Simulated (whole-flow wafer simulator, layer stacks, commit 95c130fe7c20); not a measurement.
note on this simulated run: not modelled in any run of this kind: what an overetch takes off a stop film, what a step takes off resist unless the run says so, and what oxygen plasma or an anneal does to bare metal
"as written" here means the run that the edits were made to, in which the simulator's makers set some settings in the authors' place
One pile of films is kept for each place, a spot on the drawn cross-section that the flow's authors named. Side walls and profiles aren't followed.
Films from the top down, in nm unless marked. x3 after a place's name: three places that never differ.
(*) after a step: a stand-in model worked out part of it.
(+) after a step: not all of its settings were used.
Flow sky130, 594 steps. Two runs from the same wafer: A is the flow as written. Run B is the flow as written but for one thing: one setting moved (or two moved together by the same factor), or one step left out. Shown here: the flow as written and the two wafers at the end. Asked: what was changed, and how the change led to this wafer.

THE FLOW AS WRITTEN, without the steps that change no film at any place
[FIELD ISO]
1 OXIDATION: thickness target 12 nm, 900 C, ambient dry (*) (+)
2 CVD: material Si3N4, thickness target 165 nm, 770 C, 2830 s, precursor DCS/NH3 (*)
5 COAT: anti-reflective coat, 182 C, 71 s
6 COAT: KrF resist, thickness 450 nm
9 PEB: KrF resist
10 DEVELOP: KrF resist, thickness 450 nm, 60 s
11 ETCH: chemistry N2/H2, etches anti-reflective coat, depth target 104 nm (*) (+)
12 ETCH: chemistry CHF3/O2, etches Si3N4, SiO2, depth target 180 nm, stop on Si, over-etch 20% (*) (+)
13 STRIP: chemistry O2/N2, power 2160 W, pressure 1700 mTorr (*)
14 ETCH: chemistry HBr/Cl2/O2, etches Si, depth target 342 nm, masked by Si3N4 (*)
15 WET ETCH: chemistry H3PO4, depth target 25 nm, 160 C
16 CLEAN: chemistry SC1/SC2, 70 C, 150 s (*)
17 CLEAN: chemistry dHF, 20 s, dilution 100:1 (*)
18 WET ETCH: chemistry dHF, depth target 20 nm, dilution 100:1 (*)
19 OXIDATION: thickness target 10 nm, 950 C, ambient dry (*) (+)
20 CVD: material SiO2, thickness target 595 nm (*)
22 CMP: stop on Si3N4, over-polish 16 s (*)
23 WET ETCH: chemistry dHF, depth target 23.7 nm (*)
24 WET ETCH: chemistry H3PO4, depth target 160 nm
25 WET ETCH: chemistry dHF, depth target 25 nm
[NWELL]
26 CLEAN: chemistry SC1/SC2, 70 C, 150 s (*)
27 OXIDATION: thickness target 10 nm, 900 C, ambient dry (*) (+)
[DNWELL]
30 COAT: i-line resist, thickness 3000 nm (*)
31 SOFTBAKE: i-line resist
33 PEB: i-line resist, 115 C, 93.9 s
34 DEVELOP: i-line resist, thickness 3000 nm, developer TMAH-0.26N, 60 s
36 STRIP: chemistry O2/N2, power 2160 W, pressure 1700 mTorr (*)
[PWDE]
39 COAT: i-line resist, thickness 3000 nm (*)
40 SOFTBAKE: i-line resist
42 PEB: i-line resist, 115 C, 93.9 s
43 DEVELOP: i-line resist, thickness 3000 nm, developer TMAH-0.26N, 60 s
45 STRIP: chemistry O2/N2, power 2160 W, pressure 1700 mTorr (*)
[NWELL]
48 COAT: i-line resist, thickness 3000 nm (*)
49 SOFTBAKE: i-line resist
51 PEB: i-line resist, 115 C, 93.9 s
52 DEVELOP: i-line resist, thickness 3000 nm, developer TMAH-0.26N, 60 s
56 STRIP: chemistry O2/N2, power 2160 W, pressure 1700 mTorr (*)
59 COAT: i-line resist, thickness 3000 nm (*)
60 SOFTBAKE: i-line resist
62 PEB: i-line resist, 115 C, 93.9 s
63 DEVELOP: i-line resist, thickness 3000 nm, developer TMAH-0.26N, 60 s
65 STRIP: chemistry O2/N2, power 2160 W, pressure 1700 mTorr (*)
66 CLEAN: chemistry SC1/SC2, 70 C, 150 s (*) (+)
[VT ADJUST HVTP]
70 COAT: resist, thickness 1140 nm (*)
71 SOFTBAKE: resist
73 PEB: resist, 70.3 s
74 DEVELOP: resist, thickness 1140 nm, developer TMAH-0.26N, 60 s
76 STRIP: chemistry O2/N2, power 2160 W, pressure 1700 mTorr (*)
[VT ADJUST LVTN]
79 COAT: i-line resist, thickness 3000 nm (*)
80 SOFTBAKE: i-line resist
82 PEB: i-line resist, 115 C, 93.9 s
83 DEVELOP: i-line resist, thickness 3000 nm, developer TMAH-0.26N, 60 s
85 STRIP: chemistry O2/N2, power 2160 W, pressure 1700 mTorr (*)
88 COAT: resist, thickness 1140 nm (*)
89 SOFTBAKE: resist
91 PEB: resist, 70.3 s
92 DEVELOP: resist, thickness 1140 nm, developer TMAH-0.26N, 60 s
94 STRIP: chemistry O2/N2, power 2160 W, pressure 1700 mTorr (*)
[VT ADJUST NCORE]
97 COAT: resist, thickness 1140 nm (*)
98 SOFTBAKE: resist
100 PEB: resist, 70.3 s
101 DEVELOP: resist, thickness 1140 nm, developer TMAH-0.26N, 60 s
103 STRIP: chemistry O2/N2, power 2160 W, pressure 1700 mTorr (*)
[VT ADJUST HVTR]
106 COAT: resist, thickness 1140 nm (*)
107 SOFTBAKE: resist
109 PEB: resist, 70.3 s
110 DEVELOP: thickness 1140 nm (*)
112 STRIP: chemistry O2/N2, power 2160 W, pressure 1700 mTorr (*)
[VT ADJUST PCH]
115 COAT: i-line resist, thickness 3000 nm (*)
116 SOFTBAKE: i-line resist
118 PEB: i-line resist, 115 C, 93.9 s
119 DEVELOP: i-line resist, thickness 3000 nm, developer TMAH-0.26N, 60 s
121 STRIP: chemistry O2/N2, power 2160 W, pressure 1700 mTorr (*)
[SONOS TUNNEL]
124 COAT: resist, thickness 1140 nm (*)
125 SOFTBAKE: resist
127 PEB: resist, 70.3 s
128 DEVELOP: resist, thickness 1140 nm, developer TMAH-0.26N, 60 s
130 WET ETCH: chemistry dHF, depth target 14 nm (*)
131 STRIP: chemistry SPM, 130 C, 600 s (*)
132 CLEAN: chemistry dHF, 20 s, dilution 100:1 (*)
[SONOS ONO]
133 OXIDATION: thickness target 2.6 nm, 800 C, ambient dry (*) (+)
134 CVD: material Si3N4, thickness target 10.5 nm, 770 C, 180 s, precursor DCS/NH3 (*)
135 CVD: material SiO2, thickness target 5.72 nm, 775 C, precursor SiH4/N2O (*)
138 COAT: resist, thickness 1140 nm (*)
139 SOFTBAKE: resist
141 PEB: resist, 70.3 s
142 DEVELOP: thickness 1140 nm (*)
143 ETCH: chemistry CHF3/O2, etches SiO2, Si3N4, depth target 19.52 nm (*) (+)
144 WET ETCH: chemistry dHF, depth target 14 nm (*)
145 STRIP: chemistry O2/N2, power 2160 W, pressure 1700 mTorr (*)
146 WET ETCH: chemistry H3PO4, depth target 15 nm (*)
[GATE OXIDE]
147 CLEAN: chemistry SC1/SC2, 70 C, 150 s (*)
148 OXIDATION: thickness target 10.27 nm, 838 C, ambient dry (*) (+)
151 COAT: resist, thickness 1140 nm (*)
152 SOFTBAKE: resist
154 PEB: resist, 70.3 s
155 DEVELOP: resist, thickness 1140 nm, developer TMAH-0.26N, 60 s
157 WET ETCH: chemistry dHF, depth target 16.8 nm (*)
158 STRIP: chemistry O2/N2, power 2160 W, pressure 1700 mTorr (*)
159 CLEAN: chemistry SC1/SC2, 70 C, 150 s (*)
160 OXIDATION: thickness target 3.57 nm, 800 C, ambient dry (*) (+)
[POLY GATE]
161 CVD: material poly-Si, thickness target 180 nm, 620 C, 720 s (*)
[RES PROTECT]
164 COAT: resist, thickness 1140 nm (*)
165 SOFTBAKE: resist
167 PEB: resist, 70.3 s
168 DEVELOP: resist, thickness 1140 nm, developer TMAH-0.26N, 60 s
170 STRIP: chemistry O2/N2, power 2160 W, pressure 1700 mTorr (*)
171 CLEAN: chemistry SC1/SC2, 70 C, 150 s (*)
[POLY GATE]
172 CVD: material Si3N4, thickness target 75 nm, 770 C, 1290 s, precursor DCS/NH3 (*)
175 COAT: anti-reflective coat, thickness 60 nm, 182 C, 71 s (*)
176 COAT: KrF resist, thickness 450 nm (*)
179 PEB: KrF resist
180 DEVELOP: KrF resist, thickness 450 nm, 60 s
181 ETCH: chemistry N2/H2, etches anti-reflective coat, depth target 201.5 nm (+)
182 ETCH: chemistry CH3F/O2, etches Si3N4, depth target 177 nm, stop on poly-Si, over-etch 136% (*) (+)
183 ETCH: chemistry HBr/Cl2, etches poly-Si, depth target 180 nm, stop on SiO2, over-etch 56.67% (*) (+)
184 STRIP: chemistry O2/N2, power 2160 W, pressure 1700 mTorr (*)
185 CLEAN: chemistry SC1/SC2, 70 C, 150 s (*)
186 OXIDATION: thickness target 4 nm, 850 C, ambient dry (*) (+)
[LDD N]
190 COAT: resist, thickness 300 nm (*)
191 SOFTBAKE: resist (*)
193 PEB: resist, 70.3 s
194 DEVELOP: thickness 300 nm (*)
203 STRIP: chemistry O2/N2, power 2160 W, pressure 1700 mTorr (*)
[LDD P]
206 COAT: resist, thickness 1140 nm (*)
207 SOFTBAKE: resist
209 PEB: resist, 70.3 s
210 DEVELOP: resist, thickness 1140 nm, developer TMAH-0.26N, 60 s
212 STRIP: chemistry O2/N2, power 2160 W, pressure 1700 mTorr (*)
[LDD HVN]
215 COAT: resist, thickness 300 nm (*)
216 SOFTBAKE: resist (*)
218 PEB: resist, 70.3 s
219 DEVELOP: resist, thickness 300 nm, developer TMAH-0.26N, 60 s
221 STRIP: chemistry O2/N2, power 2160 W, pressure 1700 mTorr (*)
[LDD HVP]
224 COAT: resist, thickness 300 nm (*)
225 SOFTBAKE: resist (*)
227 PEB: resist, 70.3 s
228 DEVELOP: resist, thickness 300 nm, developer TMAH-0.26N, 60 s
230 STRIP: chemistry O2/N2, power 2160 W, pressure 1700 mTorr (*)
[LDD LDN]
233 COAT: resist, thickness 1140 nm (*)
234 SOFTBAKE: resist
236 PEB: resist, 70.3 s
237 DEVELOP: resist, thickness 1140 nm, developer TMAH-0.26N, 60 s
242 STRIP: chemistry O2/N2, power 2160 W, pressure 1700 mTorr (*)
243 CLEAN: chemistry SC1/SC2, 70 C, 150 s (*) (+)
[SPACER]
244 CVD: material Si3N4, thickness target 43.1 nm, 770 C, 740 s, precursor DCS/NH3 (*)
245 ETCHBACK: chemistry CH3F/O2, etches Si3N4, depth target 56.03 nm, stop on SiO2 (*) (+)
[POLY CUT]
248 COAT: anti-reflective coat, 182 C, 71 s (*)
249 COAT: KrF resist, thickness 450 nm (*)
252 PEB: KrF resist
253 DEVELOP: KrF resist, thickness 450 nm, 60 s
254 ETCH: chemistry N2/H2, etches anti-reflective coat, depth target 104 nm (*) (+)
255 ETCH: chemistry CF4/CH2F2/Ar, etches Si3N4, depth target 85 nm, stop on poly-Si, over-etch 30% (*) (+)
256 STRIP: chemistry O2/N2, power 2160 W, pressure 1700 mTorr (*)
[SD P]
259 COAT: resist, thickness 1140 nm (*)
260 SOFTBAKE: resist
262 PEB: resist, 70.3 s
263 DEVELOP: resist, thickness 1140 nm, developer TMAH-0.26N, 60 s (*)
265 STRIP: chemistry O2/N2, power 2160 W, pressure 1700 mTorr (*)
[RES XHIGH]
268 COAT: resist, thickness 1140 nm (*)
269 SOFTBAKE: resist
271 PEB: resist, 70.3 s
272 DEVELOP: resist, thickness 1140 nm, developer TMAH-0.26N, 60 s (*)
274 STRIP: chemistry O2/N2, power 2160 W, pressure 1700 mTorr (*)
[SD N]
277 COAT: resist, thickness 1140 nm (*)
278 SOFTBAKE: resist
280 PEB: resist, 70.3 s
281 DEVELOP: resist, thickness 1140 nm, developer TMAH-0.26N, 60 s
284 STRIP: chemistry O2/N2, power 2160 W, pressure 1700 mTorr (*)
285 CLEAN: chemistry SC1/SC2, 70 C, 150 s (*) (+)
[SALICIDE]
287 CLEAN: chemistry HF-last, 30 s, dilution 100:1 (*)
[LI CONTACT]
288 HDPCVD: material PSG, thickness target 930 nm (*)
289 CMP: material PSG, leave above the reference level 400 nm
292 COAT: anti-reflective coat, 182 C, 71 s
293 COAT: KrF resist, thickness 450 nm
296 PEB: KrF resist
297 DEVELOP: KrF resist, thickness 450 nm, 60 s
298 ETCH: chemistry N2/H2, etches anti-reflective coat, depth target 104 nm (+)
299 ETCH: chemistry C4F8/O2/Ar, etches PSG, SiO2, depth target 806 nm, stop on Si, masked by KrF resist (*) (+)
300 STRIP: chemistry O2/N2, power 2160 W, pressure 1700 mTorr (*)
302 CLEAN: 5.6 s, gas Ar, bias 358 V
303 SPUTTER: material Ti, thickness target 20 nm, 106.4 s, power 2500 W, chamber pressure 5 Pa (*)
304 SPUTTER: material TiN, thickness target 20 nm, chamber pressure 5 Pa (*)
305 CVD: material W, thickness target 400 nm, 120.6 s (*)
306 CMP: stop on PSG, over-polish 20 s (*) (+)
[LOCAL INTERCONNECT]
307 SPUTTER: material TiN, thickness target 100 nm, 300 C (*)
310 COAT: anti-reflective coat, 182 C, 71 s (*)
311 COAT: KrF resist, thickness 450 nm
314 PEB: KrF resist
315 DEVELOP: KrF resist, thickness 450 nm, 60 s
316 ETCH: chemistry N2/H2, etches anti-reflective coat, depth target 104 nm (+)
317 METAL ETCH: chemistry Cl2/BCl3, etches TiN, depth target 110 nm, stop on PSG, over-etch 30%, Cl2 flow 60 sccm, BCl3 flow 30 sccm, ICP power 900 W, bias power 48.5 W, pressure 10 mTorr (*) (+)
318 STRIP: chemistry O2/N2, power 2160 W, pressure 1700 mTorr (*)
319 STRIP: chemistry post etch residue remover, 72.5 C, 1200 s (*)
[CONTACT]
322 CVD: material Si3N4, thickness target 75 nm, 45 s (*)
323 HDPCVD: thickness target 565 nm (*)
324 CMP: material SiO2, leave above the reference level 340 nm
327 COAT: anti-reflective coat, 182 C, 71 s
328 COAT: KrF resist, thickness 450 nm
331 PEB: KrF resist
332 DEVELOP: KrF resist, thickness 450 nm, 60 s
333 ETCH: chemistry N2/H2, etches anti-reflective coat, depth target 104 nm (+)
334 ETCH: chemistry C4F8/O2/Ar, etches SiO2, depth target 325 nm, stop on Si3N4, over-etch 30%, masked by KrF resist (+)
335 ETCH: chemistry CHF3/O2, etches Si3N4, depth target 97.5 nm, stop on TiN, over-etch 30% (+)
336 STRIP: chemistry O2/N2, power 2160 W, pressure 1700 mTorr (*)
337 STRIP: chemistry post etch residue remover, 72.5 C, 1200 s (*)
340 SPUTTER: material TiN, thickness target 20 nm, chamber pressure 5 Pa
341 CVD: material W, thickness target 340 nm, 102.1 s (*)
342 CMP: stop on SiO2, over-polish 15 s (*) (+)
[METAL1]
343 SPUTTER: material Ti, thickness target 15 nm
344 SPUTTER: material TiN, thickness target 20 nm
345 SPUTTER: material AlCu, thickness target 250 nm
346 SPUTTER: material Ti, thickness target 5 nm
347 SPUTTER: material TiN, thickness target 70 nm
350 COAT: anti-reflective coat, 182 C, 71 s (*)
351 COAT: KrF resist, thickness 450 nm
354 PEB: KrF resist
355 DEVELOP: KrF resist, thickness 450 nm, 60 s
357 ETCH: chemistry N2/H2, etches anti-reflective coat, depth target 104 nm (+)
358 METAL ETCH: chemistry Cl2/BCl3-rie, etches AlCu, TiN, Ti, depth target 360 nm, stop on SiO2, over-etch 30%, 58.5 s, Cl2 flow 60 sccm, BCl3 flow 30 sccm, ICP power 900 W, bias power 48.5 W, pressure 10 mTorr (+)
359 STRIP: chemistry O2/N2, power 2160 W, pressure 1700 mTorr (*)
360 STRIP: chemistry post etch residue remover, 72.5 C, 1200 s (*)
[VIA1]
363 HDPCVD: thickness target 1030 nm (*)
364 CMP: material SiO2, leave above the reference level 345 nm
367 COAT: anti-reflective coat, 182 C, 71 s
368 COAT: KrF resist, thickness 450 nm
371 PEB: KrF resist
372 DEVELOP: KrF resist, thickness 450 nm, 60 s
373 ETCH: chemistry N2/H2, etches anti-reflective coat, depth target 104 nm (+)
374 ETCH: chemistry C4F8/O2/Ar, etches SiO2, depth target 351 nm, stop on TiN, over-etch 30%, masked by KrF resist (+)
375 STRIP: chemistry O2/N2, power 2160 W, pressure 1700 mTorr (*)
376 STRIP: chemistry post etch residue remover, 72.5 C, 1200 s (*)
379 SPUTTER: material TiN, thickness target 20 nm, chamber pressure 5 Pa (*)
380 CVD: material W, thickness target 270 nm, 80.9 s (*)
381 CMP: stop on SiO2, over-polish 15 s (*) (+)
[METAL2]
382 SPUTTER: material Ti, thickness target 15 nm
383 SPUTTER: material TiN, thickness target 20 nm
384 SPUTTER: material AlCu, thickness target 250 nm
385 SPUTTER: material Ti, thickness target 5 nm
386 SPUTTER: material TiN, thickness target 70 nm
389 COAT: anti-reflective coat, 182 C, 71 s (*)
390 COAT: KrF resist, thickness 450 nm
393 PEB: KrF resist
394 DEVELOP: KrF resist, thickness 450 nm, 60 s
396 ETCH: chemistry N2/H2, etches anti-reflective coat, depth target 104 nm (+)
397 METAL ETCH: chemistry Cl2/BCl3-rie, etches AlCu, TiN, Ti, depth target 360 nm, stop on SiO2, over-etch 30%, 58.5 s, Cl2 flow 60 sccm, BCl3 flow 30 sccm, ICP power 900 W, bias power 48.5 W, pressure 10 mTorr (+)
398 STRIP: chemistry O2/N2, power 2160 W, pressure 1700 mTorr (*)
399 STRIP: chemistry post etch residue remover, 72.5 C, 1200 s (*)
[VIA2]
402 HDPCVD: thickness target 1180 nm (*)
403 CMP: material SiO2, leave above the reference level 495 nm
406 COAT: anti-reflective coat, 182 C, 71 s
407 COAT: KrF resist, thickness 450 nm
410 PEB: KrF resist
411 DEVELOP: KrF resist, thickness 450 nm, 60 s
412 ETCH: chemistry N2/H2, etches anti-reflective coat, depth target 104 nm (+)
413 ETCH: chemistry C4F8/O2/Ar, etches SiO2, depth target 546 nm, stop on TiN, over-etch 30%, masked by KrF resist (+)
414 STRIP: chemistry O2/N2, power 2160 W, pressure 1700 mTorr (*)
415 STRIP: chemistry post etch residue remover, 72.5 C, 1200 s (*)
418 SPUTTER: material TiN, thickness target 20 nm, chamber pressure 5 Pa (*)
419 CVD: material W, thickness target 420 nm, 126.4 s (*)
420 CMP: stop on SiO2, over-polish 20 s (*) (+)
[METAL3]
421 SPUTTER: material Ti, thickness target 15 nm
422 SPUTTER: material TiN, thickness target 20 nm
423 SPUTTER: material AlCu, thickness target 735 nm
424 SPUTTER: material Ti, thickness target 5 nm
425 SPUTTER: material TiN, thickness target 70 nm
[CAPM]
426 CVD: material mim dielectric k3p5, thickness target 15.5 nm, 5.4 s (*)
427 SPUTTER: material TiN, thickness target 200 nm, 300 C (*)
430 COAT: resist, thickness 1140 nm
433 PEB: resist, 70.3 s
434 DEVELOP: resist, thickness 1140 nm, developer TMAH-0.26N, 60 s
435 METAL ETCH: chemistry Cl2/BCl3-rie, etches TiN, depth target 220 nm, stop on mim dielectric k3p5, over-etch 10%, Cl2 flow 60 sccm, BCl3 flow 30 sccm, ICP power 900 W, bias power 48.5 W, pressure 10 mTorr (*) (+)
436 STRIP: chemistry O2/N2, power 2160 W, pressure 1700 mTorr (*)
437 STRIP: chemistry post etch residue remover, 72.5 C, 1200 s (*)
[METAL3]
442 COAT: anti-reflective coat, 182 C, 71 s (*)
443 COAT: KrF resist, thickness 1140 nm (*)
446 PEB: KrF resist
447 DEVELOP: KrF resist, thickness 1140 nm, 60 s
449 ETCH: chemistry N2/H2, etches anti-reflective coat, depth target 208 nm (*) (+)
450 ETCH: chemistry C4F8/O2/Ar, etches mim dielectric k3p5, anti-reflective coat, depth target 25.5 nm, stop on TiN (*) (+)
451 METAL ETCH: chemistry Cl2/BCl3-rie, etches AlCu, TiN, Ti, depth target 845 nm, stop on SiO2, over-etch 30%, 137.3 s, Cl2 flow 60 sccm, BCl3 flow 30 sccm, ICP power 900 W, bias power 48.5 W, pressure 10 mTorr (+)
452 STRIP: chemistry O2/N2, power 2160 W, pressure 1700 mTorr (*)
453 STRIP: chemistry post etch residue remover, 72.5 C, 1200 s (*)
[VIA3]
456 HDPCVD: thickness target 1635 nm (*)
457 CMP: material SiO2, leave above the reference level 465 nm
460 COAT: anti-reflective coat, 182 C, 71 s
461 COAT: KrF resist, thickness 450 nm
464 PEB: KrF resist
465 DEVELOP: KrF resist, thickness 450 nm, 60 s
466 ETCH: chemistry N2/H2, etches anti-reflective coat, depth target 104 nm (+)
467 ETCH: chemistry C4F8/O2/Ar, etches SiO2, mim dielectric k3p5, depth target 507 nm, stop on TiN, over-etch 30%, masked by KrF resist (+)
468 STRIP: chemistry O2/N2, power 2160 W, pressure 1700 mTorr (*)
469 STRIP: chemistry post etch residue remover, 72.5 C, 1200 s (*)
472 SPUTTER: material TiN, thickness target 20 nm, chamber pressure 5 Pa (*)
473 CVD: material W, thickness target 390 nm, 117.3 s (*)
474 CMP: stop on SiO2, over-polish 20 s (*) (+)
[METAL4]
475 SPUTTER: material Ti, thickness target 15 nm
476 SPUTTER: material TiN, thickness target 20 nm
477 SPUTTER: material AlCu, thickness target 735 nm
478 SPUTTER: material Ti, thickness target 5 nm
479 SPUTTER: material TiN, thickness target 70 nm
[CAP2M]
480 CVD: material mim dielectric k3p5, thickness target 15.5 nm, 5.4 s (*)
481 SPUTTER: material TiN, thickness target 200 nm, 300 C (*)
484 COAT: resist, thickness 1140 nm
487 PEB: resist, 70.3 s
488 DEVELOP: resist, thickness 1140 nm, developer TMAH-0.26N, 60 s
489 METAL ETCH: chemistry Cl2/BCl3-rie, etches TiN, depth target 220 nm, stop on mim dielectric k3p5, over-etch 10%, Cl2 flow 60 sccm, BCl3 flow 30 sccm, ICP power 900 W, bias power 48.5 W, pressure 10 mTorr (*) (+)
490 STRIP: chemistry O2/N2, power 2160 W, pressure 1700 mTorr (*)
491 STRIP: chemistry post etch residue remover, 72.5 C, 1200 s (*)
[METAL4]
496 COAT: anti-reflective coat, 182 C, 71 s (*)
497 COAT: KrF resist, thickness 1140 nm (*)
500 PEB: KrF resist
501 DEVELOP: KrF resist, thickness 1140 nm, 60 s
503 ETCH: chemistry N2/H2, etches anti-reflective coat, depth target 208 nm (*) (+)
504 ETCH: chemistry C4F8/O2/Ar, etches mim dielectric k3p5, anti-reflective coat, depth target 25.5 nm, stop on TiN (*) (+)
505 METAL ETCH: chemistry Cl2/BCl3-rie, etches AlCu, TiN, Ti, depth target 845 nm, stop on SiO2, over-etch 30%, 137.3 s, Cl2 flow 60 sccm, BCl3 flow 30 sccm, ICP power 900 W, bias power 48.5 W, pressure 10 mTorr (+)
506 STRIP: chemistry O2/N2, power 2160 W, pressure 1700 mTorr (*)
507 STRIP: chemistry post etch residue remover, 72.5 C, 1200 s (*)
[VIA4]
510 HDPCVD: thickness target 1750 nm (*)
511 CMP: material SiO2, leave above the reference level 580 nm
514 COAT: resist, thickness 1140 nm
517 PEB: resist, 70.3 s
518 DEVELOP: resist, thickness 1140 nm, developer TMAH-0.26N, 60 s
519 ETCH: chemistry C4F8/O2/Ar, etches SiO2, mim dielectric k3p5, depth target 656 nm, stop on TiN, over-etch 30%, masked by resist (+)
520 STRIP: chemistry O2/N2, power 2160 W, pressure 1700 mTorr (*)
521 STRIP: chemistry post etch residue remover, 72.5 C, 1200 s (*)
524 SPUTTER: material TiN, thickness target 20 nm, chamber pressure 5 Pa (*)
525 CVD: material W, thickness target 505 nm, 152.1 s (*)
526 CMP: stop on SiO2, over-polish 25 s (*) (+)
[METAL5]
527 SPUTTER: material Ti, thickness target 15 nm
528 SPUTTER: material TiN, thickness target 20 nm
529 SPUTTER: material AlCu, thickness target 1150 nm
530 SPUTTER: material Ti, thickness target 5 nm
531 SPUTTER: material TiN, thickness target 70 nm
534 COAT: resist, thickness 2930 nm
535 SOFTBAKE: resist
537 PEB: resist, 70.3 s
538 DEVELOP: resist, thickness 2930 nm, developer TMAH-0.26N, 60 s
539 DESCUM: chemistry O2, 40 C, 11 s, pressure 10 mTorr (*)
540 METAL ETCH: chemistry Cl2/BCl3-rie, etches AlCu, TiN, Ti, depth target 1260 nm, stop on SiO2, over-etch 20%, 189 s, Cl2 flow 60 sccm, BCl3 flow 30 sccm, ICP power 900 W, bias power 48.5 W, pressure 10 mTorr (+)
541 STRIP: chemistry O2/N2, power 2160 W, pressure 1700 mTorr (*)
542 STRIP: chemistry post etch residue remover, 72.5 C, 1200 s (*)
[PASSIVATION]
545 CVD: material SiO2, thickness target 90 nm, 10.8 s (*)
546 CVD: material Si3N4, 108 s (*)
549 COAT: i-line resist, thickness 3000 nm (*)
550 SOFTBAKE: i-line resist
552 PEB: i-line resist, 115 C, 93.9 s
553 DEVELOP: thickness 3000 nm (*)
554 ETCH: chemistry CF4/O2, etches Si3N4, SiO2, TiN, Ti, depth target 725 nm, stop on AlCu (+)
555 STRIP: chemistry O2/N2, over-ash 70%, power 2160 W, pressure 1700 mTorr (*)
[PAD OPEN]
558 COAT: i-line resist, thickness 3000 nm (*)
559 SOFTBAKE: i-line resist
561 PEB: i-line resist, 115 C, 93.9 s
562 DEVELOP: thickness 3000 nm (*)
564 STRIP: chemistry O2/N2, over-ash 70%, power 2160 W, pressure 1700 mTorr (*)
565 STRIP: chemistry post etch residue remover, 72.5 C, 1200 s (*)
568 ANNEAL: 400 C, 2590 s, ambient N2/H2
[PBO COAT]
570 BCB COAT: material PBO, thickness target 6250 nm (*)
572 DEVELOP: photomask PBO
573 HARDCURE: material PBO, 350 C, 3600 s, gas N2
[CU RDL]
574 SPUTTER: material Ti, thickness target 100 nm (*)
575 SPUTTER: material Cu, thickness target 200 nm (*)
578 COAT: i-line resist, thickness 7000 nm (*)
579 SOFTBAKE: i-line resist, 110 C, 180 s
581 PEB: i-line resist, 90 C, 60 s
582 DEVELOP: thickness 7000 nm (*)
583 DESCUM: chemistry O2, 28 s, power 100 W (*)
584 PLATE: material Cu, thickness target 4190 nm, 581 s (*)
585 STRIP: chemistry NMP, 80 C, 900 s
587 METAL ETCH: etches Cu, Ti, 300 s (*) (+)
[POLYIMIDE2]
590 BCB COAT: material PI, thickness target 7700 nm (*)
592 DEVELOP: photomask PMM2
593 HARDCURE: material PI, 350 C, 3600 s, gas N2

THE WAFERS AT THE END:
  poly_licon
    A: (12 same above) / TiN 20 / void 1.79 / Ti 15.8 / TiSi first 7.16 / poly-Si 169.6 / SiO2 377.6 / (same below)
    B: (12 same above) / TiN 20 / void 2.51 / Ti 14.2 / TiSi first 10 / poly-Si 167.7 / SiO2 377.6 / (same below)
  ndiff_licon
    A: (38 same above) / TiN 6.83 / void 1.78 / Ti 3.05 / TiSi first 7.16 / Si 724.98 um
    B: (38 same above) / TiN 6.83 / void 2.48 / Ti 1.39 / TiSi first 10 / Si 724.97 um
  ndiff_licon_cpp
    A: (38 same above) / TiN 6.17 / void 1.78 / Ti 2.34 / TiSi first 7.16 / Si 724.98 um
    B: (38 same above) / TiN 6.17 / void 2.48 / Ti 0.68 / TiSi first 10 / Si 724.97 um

The cause: step 593, HARDCURE: 402 C was run, where the flow has 350 C.

How the change led to this, step by step:
  593 HARDCURE: material PI, 350 C, 3600 s, gas N2
      poly_licon, rpo_hd_licon: A PI -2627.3, void +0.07, Ti -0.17, TiSi first +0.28, poly-Si -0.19 | B PI -2627.3, void +0.78, Ti -1.83, TiSi first +3.12, poly-Si -2.08
      ndiff_licon: A PI -2692.9, void +0.07, Ti -0.17, TiSi first +0.28, Si -0.19 | B PI -2692.9, void +0.77, Ti -1.83, TiSi first +3.12, Si -2.07
      (and at 1 more place)
